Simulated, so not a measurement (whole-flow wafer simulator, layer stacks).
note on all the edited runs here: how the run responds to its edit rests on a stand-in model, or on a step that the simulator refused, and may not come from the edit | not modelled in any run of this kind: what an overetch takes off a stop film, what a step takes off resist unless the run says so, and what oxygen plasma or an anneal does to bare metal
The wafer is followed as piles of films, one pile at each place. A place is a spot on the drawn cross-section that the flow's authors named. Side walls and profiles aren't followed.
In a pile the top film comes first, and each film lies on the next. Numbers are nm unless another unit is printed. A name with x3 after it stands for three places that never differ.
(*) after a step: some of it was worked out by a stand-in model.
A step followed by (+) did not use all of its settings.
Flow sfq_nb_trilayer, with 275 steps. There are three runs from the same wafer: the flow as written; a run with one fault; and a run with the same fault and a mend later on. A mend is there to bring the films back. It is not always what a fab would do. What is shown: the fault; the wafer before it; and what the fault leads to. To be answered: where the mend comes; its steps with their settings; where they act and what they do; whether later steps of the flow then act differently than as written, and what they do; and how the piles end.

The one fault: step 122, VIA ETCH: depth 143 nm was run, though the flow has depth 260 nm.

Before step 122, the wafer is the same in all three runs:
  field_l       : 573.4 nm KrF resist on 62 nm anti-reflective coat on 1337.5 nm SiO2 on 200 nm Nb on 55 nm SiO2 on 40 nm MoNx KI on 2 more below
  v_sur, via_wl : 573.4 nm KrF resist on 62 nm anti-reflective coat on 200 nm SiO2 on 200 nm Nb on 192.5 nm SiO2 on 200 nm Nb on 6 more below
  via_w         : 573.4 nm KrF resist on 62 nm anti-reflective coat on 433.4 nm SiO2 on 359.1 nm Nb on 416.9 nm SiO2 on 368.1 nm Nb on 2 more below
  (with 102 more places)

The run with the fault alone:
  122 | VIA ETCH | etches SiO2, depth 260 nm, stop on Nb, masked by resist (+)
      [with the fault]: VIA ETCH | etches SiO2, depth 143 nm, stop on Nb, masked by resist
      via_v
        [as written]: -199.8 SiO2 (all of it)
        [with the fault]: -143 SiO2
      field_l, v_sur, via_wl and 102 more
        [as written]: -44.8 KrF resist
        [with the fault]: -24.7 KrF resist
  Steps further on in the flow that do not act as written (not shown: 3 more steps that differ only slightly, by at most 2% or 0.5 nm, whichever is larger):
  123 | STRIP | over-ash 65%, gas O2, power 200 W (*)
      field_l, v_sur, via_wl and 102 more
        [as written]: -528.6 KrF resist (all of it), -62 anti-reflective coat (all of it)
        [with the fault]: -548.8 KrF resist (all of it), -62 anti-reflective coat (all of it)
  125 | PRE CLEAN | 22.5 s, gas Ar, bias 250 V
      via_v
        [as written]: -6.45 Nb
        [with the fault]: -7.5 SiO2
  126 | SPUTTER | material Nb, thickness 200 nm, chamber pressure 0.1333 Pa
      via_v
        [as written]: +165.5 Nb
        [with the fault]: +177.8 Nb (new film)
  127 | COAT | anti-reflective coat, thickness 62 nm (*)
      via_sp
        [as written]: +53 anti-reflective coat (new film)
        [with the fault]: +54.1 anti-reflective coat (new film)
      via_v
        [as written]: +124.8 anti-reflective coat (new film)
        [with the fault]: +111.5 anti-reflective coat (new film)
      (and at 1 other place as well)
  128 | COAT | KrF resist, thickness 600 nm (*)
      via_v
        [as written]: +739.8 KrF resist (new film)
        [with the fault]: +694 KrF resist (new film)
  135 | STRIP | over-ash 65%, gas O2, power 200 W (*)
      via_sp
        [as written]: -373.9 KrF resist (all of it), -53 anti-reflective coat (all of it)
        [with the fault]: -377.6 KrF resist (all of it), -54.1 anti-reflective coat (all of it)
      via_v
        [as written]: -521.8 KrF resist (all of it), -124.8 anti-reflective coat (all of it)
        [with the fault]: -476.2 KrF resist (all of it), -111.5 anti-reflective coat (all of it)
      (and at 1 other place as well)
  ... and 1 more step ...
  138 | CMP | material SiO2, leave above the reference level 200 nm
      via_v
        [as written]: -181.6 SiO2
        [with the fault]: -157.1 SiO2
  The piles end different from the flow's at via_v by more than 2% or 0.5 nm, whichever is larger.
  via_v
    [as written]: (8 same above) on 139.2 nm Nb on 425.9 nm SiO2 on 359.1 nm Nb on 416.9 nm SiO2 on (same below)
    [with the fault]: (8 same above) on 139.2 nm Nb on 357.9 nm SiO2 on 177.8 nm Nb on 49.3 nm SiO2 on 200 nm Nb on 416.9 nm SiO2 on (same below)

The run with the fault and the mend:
  After step 123 comes the mend.
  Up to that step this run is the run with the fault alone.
  123a | COAT | anti-reflective coat, thickness 62 nm (*) (the flow's step 115 again)
      p4_fl x3, p4_w1 x9, p4_g1 x2 and 63 more
        +62 anti-reflective coat (new film)
      r_sur, res, r_end and 9 more
        +61.8 anti-reflective coat (new film)
      c5j, ce_r, sp_r, be_r
        +61.7 anti-reflective coat (new film)
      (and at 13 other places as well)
  123b | COAT | KrF resist, thickness 650 nm (*) (the flow's step 116 again)
      p4_fl x3, p4_w1 x9, p4_g1 x2 and 63 more
        +650 KrF resist (new film)
      ln_m5, lsp_m, ln_m6, lsp_r, l0_sur, l0v
        +649.7 KrF resist (new film)
      r_end, moat, field_r, lsp_l
        +649.6 KrF resist (new film)
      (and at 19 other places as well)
  123c | SOFTBAKE | KrF resist (the flow's step 117 again)
      does not change any film at any place that is followed
  123d | EXPOSE | photomask I3, dose 11.91 mJ/cm2, NA 0.6, wavelength 248 nm (*) (the flow's step 118 again)
      does not change any film at any place that is followed
  123e | PEB | KrF resist, 90 s (the flow's step 119 again)
      ce_l, c5j, ce_r and 91 more
        -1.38 KrF resist
      field_l, v_sur, via_wl and 8 more
        -1.37 KrF resist
      via_v
        -1.58 KrF resist
  123f | DEVELOP | KrF resist, thickness 650 nm, 60 s (the flow's step 120 again)
      field_l, v_sur, via_wl and 102 more
        -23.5 KrF resist
      via_v
        -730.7 KrF resist (all of it)
  123g | VIA ETCH | etches anti-reflective coat, depth 125 nm, masked by resist (+) (the flow's step 121 again)
      field_l, v_sur, via_wl and 102 more
        -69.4 KrF resist
      via_v
        -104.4 anti-reflective coat (all of it), -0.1 SiO2
  123h | VIA ETCH | etches SiO2, depth 117 nm, stop on Nb, masked by resist (+) (the flow's step 122 again, with other settings)
      field_l, v_sur, via_wl and 102 more
        -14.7 KrF resist
      via_v
        -56.7 SiO2 (all of it)
  123i | STRIP | over-ash 65%, gas O2, power 200 W (*) (the flow's step 123 again)
      p4_fl x3, p4_w1 x9, p4_g1 x2 and 63 more
        -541 KrF resist (all of it), -62 anti-reflective coat (all of it)
      ln_m5, lsp_m, ln_m6, lsp_r, l0_sur, l0v
        -540.7 KrF resist (all of it), -61.8 anti-reflective coat (all of it)
      r_end, moat, field_r, lsp_l
        -540.6 KrF resist (all of it), -61.8 anti-reflective coat (all of it)
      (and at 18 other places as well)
  Later steps of the flow that are run all act as written at every place that is followed.
  By the end, the piles equal the flow's at every place that both follow.
